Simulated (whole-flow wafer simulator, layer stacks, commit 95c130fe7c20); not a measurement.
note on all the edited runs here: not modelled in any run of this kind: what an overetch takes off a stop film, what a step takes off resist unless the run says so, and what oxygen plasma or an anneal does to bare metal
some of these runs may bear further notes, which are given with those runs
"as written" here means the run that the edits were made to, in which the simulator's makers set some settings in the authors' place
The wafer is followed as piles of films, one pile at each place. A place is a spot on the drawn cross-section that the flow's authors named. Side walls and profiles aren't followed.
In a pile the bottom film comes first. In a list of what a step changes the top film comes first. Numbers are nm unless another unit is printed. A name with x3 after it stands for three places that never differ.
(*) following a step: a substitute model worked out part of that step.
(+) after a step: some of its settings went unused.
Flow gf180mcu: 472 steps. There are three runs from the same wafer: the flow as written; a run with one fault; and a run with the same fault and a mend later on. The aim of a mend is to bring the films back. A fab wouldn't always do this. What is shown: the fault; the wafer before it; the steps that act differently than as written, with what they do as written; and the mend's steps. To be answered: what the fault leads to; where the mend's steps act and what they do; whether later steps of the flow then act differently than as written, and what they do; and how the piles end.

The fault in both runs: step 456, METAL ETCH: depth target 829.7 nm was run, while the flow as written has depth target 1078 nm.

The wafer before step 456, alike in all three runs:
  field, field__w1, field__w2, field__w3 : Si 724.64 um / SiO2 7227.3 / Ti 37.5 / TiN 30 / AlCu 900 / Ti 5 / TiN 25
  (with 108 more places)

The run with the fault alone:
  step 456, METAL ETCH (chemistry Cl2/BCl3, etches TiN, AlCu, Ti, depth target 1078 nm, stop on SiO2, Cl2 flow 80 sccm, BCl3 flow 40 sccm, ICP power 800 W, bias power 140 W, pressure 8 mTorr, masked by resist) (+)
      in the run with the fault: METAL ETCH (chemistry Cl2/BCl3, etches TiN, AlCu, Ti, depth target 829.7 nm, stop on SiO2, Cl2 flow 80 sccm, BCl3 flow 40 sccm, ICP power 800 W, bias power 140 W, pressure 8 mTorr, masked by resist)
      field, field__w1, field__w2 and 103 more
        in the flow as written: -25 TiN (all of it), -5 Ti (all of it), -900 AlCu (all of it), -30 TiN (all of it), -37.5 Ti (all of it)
        in the run with the fault: -25 TiN (all of it), -5 Ti (all of it), -799.7 AlCu
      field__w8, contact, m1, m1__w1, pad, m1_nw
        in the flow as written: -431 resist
        in the run with the fault: -331.9 resist
  Steps later in the flow that act otherwise than as written:
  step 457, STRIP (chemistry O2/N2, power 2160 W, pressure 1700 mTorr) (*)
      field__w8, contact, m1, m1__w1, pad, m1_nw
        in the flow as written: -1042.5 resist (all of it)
        in the run with the fault: -1141.6 resist (all of it)
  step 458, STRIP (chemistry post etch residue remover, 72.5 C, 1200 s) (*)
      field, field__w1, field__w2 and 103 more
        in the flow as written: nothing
        in the run with the fault: -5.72 AlCu
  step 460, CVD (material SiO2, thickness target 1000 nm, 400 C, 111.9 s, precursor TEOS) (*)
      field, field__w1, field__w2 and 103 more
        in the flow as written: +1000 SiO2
        in the run with the fault: +1000 SiO2 (new film)
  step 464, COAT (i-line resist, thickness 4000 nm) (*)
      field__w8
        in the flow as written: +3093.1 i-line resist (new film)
        in the run with the fault: +3236.6 i-line resist (new film)
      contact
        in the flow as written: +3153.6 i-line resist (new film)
        in the run with the fault: +3282 i-line resist (new film)
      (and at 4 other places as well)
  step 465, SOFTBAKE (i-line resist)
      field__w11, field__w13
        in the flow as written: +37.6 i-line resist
        in the run with the fault: +29.2 i-line resist
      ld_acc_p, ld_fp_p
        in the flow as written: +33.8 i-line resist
        in the run with the fault: +26.2 i-line resist
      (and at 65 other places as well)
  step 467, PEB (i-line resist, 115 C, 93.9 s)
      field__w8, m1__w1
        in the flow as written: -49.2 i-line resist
        in the run with the fault: -52.1 i-line resist
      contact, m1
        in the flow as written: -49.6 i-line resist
        in the run with the fault: -52.4 i-line resist
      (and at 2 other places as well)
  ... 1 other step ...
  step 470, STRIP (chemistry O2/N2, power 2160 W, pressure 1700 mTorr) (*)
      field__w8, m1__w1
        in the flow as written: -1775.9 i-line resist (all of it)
        in the run with the fault: -1931.3 i-line resist (all of it)
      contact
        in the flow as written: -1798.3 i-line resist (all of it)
        in the run with the fault: -1948.2 i-line resist (all of it)
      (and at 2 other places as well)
  By the end, the piles at field, field__w1, field__w2 and 103 more depart from the flow's by more than 2% or 0.5 nm, whichever is larger.
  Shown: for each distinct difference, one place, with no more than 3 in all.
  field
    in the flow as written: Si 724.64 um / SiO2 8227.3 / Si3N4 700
    in the run with the fault: Si 724.64 um / SiO2 7227.3 / Ti 37.5 / TiN 30 / AlCu 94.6 / SiO2 1000 / Si3N4 700
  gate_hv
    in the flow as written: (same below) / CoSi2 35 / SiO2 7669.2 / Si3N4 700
    in the run with the fault: (same below) / CoSi2 35 / SiO2 6669.2 / Ti 37.5 / TiN 30 / AlCu 94.6 / SiO2 1000 / Si3N4 700
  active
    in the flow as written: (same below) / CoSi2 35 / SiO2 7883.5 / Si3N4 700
    in the run with the fault: (same below) / CoSi2 35 / SiO2 6883.5 / Ti 37.5 / TiN 30 / AlCu 94.6 / SiO2 1000 / Si3N4 700

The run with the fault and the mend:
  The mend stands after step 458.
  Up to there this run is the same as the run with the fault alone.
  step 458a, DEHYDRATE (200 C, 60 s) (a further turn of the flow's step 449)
      does not change any film at any place that is followed
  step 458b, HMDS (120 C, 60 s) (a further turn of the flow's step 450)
      does not change any film at any place that is followed
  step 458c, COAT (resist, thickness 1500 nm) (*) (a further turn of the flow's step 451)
      iso_ptap_pw, iso_ntap_nw, iso_nw_fld and 33 more
        +1500 resist (new film)
      p_well, sti, spacer, sd_n, mim_1p0, dice_street
        +1504 resist (new film)
      field__w2, field__w3, field__w12, active_hv
        +1512.3 resist (new film)
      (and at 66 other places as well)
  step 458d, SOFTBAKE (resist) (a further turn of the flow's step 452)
      ld_body_p_dnw, nplus_u
        -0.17 resist
      gate_p_hv, nw_enc_fld
        -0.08 resist
      field
        -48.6 resist
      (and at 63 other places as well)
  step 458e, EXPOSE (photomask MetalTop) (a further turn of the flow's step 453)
      does not change any film at any place that is followed
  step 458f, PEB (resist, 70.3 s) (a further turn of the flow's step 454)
      field__w2, field__w3, field__w5 and 41 more
        -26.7 resist
      iso_ptap_pw, iso_ntap_nw, iso_nw_fld and 33 more
        -26.5 resist
      p_well, sti, spacer, sd_n, mim_1p0, dice_street
        -26.6 resist
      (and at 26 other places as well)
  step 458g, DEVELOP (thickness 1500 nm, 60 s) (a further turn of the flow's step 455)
      iso_ptap_pw, iso_ntap_nw, iso_nw_fld and 33 more
        -1473.5 resist (all of it)
      p_well, sti, spacer, sd_n, mim_1p0, dice_street
        -1477.4 resist (all of it)
      field__w5, field__w9, nplus_u, npoly_u
        -1484.3 resist (all of it)
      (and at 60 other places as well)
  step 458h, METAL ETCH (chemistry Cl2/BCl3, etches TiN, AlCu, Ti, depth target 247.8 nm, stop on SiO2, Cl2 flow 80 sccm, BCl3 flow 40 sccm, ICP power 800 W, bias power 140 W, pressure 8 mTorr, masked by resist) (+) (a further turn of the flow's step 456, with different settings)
      field, field__w1, field__w2 and 103 more
        -94.6 AlCu (all of it), -30 TiN (all of it), -37.5 Ti (all of it)
      field__w8, contact, m1, m1__w1, pad, m1_nw
        -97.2 resist
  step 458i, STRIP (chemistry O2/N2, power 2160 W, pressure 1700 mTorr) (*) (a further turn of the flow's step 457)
      field__w8
        -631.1 resist (all of it)
      contact
        -628.6 resist (all of it)
      m1
        -629 resist (all of it)
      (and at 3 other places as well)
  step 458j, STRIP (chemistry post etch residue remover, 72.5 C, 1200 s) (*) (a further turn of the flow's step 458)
      field__w8, contact, m1, m1__w1, pad, m1_nw
        -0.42 TiN
  None of the later steps of the flow differs from how it acts as written, at any place that is followed, by more than 2% or 0.5 nm, whichever is larger.
  When the end is reached, the piles differ only a little from the flow's at the places that both follow, at most by 2% or 0.5 nm, whichever is larger.
